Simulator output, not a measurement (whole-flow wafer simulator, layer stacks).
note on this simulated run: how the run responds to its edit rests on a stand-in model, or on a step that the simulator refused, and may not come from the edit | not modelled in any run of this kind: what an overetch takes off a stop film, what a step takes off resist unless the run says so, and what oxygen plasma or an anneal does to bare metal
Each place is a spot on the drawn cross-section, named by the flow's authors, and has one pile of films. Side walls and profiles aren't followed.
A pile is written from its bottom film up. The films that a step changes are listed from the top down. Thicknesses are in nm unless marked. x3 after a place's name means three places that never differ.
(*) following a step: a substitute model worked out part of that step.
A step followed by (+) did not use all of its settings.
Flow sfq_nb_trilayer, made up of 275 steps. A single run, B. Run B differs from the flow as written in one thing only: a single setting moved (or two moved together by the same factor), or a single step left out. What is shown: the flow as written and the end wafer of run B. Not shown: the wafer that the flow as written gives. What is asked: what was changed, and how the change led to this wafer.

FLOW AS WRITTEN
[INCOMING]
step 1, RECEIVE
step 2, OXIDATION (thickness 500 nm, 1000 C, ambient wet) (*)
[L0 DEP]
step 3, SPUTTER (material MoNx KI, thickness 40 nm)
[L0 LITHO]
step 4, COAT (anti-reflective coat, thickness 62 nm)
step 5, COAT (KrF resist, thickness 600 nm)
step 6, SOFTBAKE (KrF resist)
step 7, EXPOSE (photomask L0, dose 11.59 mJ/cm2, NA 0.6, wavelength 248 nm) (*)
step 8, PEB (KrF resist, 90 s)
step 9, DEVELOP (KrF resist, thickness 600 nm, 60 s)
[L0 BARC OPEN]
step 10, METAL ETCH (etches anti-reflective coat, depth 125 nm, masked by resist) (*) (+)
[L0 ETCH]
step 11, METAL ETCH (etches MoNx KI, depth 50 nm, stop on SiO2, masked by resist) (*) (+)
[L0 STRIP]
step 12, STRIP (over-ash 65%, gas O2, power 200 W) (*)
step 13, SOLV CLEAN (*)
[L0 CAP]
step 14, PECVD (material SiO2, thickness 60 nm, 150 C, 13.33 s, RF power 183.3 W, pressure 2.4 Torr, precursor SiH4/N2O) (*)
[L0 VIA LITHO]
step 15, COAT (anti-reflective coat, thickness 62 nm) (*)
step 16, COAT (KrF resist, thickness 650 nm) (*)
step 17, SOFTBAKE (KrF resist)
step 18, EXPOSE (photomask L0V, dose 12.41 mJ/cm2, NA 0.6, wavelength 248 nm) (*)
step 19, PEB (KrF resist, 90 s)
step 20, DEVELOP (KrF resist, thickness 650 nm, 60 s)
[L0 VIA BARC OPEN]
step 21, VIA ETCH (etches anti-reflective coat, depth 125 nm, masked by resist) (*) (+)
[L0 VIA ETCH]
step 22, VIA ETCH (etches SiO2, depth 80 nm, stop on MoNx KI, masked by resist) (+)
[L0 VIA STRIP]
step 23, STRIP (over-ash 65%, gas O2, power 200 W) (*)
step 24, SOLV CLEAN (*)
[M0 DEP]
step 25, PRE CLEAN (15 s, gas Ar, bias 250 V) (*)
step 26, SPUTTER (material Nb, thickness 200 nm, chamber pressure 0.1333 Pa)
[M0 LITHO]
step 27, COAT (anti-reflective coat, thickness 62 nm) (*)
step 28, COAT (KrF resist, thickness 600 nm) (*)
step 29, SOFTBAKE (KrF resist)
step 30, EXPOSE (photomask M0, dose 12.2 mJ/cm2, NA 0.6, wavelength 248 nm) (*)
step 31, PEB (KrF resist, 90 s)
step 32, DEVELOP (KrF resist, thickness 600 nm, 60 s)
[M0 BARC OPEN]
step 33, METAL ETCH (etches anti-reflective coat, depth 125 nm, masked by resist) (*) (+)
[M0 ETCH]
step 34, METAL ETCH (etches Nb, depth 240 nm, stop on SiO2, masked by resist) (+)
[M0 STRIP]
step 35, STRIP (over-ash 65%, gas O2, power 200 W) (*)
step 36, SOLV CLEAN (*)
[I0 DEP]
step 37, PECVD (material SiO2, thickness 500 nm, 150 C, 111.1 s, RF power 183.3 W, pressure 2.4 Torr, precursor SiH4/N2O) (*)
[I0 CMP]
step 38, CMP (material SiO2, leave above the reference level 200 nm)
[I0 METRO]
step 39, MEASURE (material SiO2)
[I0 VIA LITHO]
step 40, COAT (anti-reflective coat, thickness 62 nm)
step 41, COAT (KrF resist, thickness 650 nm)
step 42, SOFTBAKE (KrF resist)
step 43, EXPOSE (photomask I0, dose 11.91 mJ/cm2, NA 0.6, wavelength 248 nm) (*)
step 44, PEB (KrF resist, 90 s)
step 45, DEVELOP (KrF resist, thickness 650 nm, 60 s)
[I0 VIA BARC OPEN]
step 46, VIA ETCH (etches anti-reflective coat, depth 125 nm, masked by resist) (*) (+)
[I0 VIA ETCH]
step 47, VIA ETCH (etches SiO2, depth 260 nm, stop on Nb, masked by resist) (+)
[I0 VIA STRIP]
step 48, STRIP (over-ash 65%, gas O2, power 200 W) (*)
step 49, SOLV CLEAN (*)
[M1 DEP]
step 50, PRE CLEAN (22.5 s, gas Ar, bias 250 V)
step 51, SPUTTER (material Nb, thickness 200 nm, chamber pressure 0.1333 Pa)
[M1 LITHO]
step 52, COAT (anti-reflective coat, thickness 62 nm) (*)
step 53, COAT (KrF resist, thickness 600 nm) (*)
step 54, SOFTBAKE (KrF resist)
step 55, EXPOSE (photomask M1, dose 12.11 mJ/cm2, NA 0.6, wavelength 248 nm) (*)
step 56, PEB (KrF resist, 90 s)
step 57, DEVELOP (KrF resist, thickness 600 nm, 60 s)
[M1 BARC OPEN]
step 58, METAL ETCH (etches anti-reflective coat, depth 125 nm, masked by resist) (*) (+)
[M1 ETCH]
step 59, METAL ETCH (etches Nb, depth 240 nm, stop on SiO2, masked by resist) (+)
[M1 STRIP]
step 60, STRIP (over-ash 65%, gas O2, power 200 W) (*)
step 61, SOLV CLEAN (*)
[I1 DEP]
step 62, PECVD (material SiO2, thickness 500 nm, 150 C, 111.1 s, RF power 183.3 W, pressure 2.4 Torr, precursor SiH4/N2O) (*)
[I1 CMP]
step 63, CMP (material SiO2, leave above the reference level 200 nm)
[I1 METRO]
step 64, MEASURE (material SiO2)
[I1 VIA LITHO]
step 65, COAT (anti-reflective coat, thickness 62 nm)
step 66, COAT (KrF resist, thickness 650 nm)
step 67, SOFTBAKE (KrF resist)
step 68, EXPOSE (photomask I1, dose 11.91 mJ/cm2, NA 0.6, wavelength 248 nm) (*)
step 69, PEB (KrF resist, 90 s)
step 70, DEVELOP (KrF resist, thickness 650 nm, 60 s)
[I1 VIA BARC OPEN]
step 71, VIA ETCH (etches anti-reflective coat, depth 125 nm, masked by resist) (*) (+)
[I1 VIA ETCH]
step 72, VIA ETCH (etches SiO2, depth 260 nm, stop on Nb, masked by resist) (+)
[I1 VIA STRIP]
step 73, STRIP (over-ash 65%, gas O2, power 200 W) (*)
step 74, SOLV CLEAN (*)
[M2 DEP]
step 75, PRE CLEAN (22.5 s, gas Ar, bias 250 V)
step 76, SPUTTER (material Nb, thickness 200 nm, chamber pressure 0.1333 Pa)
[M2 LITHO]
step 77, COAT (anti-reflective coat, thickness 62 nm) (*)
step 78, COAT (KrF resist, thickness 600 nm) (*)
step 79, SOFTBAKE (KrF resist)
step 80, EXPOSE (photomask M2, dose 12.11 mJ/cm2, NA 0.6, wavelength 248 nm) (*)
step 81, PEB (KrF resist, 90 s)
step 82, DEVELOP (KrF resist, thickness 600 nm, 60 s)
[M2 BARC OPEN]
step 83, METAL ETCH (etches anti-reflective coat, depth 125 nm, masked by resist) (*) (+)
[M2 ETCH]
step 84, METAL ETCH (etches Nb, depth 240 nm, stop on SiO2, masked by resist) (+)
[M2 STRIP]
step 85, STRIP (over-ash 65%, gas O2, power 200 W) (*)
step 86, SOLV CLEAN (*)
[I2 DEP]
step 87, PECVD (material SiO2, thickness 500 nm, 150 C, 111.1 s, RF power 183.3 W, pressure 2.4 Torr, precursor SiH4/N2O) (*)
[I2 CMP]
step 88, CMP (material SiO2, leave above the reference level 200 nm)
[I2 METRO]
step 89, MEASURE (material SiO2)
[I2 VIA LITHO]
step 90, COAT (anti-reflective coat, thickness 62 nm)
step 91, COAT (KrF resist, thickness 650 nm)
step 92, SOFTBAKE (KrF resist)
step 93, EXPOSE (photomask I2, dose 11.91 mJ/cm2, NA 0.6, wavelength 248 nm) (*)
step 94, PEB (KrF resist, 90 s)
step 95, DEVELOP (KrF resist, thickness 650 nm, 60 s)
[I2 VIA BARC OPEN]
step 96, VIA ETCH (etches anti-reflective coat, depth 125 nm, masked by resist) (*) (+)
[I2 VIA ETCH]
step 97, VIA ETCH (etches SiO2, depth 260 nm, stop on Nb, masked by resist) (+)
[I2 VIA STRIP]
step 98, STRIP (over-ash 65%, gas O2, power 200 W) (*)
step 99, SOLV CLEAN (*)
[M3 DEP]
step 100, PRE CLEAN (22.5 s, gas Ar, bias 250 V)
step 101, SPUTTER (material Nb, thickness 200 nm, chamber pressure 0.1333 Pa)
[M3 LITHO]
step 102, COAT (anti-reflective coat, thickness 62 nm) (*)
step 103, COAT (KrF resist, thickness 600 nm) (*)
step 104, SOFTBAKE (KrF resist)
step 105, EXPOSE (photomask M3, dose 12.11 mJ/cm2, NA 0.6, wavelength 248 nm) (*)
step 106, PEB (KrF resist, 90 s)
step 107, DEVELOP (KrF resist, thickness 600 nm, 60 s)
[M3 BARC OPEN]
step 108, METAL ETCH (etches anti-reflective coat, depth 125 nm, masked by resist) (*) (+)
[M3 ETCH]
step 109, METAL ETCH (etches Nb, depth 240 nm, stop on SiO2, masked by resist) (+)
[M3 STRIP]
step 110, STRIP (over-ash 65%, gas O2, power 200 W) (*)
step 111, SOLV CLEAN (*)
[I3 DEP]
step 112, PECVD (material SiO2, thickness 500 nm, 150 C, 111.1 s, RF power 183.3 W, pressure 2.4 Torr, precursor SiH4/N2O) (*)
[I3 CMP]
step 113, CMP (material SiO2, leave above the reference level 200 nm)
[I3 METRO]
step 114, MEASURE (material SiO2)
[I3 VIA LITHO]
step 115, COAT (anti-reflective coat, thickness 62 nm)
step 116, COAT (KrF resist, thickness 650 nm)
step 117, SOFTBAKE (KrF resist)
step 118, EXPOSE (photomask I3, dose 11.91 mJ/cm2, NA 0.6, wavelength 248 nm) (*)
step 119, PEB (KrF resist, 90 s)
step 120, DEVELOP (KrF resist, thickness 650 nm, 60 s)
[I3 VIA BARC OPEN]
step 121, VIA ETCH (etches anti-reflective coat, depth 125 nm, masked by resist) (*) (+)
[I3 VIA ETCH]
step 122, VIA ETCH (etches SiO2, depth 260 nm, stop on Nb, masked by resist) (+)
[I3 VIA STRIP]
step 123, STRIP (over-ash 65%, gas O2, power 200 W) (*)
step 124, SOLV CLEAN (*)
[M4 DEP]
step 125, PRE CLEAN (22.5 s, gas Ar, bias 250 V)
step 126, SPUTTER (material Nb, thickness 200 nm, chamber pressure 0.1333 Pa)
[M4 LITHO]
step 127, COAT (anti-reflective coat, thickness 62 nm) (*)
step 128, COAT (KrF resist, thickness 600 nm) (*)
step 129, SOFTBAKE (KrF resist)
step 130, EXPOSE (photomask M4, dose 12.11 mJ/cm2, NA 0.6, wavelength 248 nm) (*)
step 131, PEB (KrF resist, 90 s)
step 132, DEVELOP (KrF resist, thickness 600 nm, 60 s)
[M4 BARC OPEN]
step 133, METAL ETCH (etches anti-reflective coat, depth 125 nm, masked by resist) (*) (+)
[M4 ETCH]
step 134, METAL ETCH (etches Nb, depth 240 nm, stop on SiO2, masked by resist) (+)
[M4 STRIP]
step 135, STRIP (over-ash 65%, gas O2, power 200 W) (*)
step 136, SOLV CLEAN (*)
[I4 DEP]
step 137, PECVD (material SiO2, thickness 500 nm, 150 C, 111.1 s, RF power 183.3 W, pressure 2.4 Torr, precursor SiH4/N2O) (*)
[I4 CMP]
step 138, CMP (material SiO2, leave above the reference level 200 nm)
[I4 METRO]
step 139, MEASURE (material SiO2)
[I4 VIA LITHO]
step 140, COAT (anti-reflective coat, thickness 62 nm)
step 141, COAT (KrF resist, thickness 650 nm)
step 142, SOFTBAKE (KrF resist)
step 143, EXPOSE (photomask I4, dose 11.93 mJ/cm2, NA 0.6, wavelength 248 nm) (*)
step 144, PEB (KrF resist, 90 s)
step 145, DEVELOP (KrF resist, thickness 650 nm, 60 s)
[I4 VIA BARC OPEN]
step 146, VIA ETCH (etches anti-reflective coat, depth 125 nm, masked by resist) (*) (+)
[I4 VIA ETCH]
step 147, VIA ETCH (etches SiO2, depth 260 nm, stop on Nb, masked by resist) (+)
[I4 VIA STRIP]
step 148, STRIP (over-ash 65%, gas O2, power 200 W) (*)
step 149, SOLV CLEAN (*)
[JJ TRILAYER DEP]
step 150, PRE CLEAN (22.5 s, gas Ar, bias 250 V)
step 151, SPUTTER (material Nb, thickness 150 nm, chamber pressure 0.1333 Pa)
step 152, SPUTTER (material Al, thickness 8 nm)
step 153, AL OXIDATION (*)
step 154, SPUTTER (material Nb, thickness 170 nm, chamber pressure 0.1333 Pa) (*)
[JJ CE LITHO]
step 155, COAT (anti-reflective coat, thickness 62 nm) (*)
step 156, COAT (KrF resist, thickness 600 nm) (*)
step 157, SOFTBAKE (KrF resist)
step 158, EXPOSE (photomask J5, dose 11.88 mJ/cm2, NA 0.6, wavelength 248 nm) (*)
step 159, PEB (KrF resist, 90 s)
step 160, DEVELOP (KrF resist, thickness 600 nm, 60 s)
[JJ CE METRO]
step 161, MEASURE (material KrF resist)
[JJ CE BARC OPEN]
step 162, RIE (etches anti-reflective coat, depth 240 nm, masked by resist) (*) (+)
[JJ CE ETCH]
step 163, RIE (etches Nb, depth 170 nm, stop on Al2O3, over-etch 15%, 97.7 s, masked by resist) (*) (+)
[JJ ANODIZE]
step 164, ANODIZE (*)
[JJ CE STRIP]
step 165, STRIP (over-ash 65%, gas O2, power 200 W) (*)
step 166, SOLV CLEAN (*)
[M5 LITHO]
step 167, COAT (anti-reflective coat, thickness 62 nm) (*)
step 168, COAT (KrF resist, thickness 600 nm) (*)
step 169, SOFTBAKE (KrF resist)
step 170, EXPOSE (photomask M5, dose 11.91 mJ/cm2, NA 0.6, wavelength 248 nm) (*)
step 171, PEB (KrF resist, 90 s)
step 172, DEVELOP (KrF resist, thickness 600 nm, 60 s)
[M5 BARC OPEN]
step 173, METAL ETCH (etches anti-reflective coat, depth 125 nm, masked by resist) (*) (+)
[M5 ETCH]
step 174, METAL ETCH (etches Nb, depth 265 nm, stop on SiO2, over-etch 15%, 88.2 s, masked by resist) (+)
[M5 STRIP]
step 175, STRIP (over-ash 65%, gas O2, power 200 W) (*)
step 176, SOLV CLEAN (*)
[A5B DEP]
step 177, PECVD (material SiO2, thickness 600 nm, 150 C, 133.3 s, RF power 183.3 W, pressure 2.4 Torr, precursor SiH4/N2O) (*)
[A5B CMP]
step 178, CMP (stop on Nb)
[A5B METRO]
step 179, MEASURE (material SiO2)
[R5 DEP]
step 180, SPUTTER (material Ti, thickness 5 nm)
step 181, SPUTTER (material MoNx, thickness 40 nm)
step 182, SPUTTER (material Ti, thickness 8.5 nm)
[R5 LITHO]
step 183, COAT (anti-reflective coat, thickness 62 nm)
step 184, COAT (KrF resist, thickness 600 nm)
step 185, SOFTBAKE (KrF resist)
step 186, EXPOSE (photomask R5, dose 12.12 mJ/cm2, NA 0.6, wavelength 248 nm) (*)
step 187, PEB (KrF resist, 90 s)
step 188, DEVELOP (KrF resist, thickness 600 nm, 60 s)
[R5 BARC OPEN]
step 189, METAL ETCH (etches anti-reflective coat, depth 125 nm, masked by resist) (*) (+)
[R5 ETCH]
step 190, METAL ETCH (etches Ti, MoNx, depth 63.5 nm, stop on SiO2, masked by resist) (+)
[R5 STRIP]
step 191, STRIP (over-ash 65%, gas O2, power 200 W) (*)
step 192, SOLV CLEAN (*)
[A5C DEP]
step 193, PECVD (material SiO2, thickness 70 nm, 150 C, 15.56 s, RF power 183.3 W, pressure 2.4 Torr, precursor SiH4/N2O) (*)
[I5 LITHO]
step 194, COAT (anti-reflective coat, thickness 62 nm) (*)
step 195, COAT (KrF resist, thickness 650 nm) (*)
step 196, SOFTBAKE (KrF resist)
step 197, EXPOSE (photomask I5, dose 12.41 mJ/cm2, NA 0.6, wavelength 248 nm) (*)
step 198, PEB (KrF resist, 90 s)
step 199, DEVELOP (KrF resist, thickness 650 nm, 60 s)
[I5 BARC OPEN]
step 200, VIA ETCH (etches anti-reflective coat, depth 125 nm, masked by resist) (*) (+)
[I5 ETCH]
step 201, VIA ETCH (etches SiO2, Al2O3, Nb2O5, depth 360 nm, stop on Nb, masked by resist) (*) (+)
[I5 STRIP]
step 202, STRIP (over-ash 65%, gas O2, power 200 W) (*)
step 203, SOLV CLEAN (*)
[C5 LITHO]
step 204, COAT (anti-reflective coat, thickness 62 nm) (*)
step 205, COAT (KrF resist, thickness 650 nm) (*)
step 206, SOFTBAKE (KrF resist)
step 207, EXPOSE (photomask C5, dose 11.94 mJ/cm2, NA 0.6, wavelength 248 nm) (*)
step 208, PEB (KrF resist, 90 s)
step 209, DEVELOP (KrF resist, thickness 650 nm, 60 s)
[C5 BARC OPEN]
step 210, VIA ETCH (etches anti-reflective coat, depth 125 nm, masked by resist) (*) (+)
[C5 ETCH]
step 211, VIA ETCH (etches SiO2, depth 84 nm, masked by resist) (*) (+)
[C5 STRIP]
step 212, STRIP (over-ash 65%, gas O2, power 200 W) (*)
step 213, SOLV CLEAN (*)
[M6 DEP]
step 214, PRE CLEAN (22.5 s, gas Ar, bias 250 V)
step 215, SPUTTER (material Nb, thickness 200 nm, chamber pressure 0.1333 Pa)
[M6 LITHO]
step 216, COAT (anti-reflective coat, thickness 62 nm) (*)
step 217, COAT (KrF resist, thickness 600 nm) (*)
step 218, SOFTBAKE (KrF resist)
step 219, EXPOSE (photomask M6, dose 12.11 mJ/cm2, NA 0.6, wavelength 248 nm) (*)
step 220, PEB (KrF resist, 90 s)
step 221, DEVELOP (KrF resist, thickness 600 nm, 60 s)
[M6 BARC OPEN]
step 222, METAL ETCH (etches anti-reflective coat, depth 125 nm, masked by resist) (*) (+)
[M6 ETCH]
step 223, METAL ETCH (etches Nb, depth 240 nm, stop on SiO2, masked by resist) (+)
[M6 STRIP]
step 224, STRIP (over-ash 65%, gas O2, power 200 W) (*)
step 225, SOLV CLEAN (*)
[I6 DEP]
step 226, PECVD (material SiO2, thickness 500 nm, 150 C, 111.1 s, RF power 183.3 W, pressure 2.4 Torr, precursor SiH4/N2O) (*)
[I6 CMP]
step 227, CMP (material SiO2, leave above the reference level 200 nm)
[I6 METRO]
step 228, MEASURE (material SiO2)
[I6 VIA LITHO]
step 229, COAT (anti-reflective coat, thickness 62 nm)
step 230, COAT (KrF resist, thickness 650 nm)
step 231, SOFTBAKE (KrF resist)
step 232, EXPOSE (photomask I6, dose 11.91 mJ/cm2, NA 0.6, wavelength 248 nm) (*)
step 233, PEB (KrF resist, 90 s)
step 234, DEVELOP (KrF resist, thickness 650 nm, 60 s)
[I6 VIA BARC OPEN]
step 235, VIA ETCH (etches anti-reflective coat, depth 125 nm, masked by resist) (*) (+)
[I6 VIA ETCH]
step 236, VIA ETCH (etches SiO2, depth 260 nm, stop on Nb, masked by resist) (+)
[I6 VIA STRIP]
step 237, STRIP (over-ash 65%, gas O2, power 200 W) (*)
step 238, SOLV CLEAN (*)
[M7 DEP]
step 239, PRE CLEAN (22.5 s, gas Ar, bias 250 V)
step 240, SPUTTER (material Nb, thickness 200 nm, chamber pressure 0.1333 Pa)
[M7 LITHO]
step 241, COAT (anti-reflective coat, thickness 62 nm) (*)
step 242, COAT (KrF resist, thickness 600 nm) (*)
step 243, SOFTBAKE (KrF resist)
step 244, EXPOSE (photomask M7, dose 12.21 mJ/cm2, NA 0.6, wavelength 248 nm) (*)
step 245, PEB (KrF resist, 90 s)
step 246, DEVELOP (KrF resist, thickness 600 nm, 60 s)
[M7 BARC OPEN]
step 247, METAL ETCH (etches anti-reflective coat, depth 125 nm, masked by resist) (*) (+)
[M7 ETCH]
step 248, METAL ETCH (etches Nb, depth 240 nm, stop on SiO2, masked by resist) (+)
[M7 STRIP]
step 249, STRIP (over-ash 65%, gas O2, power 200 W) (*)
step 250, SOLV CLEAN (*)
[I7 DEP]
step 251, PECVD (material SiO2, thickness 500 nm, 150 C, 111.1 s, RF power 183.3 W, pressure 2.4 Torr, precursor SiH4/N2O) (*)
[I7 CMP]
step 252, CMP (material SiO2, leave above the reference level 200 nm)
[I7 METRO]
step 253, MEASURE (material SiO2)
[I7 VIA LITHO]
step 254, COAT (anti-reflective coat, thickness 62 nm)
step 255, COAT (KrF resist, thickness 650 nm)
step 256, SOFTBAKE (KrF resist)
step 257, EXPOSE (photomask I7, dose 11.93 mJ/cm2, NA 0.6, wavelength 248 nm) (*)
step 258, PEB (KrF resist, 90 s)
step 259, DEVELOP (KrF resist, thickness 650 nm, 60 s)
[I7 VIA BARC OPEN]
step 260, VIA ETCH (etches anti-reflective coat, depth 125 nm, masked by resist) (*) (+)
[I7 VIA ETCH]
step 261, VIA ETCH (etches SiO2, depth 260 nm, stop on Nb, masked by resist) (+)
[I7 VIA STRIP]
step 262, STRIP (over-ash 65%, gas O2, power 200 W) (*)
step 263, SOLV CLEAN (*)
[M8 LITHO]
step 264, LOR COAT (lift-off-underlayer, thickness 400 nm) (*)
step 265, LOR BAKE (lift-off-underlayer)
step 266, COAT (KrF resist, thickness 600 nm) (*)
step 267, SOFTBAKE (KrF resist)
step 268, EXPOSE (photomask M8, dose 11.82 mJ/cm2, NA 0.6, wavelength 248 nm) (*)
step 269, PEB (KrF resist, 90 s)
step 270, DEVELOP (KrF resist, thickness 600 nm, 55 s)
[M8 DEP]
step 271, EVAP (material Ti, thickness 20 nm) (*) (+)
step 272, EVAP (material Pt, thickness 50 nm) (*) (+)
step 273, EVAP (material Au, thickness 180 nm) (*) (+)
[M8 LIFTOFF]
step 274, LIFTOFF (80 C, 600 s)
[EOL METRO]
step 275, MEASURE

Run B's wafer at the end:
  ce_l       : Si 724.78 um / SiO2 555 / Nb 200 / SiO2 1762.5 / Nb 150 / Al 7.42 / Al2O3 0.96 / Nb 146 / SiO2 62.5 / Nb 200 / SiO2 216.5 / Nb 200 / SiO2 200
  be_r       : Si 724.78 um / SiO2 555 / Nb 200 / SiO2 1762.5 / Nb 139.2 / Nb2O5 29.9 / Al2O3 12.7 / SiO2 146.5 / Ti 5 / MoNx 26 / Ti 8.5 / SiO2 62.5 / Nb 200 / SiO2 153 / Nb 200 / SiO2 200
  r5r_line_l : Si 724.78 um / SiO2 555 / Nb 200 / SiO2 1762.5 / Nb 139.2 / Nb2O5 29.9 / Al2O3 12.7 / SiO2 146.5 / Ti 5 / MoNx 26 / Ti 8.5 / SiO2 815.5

The reason: step 181, SPUTTER: thickness 26 nm was run, though the flow has thickness 40 nm.
The wafer itself shows it: be_r has MoNx 26, and step 181 as written asks for 40 nm.

Step by step, how the change led to this:
  step 181, SPUTTER (material MoNx, thickness 40 nm)
      field_l, v_sur, via_wl and 103 more: MoNx gains 26 (new film) (it would be, as written: MoNx gains 40 (new film))
  step 190, METAL ETCH (etches Ti, MoNx, depth 63.5 nm, stop on SiO2, masked by resist) (+)
      field_l, v_sur, via_wl and 92 more: Ti loses 8.5 (all of it), MoNx loses 26 (all of it), Ti loses 5 (all of it) (it would be, as written: Ti loses 8.5 (all of it), MoNx loses 40 (all of it), Ti loses 5 (all of it))
      ce_l, c5j, ce_r, wl_jj: Ti loses 8.5 (all of it), MoNx loses 26 (all of it), Ti loses 5 (all of it), Nb loses 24 (it would be, as written: Ti loses 8.5 (all of it), MoNx loses 40 (all of it), Ti loses 5 (all of it), Nb loses 10)
  step 194, COAT (anti-reflective coat, thickness 62 nm) (*)
      wl_j_sl, wl_j_sr: anti-reflective coat gains 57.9 (new film) (it would be, as written: anti-reflective coat gains 60.2 (new film))
      r5r_spacepad_l, r5r_spacepad_r: anti-reflective coat gains 78.4 (new film) (it would be, as written: anti-reflective coat gains 84.4 (new film))
      (also at 14 further places)
  step 202, STRIP (over-ash 65%, gas O2, power 200 W) (*)
      wl_j_sl, wl_j_sr: KrF resist loses 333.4 (all of it), anti-reflective coat loses 57.9 (all of it) (it would be, as written: KrF resist loses 333.3 (all of it), anti-reflective coat loses 60.2 (all of it))
      r5r_spacepad_l, r5r_spacepad_r: KrF resist loses 335.1 (all of it), anti-reflective coat loses 78.4 (all of it) (it would be, as written: KrF resist loses 335.6 (all of it), anti-reflective coat loses 84.4 (all of it))
      (also at 14 further places)
  step 204, COAT (anti-reflective coat, thickness 62 nm) (*)
      wl_j_sl, wl_j_sr: anti-reflective coat gains 57.9 (new film) (it would be, as written: anti-reflective coat gains 60.2 (new film))
      r5r_spacepad_l, r5r_spacepad_r: anti-reflective coat gains 78.4 (new film) (it would be, as written: anti-reflective coat gains 84.4 (new film))
      (also at 13 further places)
  step 210, VIA ETCH (etches anti-reflective coat, depth 125 nm, masked by resist) (*) (+)
      c5j: anti-reflective coat loses 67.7 (all of it), SiO2 loses 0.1 (it would be, as written: anti-reflective coat loses 63.9 (all of it), SiO2 loses 0.11)
      res: anti-reflective coat loses 58 (all of it), SiO2 loses 0.14 (it would be, as written: anti-reflective coat loses 56.8 (all of it), SiO2 loses 0.14)
  step 212, STRIP (over-ash 65%, gas O2, power 200 W) (*)
      wl_j_sl, wl_j_sr: KrF resist loses 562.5 (all of it), anti-reflective coat loses 57.9 (all of it) (it would be, as written: KrF resist loses 563.4 (all of it), anti-reflective coat loses 60.2 (all of it))
      r5r_spacepad_l, r5r_spacepad_r: KrF resist loses 564.2 (all of it), anti-reflective coat loses 78.4 (all of it) (it would be, as written: KrF resist loses 565.8 (all of it), anti-reflective coat loses 84.4 (all of it))
      (also at 11 further places)
  step 216, COAT (anti-reflective coat, thickness 62 nm) (*)
      wl_j_sl, wl_j_sr: anti-reflective coat gains 57.9 (new film) (it would be, as written: anti-reflective coat gains 60.2 (new film))
      r5r_spacepad_l, r5r_spacepad_r: anti-reflective coat gains 79 (new film) (it would be, as written: anti-reflective coat gains 85.7 (new film))
      (also at 12 further places)
  step 222, METAL ETCH (etches anti-reflective coat, depth 125 nm, masked by resist) (*) (+)
      r5r_spacepad_l, r5r_spacepad_r: anti-reflective coat loses 79 (all of it) (it would be, as written: anti-reflective coat loses 85.7 (all of it))
      r5r_line_c, r5r_line_r: anti-reflective coat loses 52.4 (all of it) (it would be, as written: anti-reflective coat loses 50 (all of it))
      (also at 2 further places)
  step 224, STRIP (over-ash 65%, gas O2, power 200 W) (*)
      wl_j_sl, wl_j_sr: KrF resist loses 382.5 (all of it), anti-reflective coat loses 57.9 (all of it) (it would be, as written: KrF resist loses 382.5 (all of it), anti-reflective coat loses 60.2 (all of it))
      jj_sur: KrF resist loses 377.7 (all of it), anti-reflective coat loses 53.6 (all of it) (it would be, as written: KrF resist loses 378.5 (all of it), anti-reflective coat loses 56.1 (all of it))
      (also at 7 further places)
  step 226, PECVD (material SiO2, thickness 500 nm, 150 C, 111.1 s, RF power 183.3 W, pressure 2.4 Torr, precursor SiH4/N2O) (*)
      r5r_spacepad_l, r5r_spacepad_r: SiO2 gains 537 (it would be, as written: SiO2 gains 553.5)
  step 227, CMP (material SiO2, leave above the reference level 200 nm)
      ce_l, ce_r, wl_jj: SiO2 loses 276 (it would be, as written: SiO2 loses 290)
      be_r, r_sur, r_end: SiO2 loses 339.5 (it would be, as written: SiO2 loses 353.5)
      (also at 7 further places)
